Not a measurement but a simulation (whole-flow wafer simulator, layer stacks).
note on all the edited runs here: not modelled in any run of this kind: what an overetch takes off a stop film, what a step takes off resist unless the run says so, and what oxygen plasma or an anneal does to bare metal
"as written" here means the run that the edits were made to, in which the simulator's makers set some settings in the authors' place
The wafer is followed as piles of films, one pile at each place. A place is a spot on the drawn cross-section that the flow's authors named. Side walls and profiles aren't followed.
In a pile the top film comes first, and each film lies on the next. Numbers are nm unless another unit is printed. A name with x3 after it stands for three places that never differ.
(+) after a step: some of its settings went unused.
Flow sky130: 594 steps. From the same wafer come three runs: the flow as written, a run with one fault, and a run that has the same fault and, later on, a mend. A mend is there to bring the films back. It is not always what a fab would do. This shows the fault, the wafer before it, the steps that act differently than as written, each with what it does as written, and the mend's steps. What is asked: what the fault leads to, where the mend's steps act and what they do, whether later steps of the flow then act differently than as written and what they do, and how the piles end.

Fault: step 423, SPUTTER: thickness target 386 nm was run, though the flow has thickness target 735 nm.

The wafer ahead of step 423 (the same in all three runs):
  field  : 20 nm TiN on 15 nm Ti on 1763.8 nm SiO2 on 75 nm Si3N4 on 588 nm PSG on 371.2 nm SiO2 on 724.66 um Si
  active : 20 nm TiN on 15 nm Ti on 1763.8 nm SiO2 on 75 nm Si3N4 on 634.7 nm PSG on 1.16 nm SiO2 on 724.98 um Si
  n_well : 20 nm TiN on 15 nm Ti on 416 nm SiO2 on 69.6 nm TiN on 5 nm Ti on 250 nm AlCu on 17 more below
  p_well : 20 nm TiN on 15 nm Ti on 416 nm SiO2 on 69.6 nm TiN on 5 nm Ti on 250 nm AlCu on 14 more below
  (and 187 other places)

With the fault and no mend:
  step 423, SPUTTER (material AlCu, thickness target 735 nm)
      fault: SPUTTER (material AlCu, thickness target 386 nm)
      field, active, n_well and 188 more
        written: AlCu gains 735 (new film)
        fault: AlCu gains 386 (new film)
  Later steps of the flow acting differently than as written (6 other steps are not shown; they differ only slightly, by no more than 2% or 0.5 nm, whichever is larger):
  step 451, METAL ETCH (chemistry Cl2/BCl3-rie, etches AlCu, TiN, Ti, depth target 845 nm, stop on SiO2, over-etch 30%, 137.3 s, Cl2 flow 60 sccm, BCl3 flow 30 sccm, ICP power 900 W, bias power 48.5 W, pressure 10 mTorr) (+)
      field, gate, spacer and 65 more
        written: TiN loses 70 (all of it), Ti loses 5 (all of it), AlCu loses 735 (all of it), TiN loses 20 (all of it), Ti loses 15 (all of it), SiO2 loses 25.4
        fault: TiN loses 70 (all of it), Ti loses 5 (all of it), AlCu loses 386 (all of it), TiN loses 20 (all of it), Ti loses 15 (all of it), SiO2 loses 60.2
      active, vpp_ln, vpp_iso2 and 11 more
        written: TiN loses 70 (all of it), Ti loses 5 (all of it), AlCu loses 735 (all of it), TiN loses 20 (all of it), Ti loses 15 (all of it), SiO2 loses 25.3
        fault: TiN loses 70 (all of it), Ti loses 5 (all of it), AlCu loses 386 (all of it), TiN loses 20 (all of it), Ti loses 15 (all of it), SiO2 loses 60.2
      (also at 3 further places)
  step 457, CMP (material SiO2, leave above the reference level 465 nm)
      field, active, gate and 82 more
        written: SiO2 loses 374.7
        fault: SiO2 loses 688.8
  The piles end different from the flow's at field, active, n_well and 190 more by more than 2% or 0.5 nm, whichever is larger.
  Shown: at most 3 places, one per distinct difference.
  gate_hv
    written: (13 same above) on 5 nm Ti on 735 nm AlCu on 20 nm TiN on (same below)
    fault: (13 same above) on 5 nm Ti on 386 nm AlCu on 20 nm TiN on (same below)
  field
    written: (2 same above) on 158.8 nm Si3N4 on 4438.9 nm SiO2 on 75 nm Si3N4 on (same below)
    fault: (2 same above) on 158.8 nm Si3N4 on 4089.9 nm SiO2 on 75 nm Si3N4 on (same below)
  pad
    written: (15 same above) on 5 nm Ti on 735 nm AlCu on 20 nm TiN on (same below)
    fault: (15 same above) on 5 nm Ti on 386 nm AlCu on 20 nm TiN on (same below)

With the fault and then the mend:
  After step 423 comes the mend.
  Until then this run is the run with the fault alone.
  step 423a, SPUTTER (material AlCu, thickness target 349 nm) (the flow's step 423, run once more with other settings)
      field, active, n_well and 188 more
        AlCu gains 349
  None of the later steps of the flow acts differently than as written at any place that is followed.
  At every place that both follow, the piles at the end match the flow's.
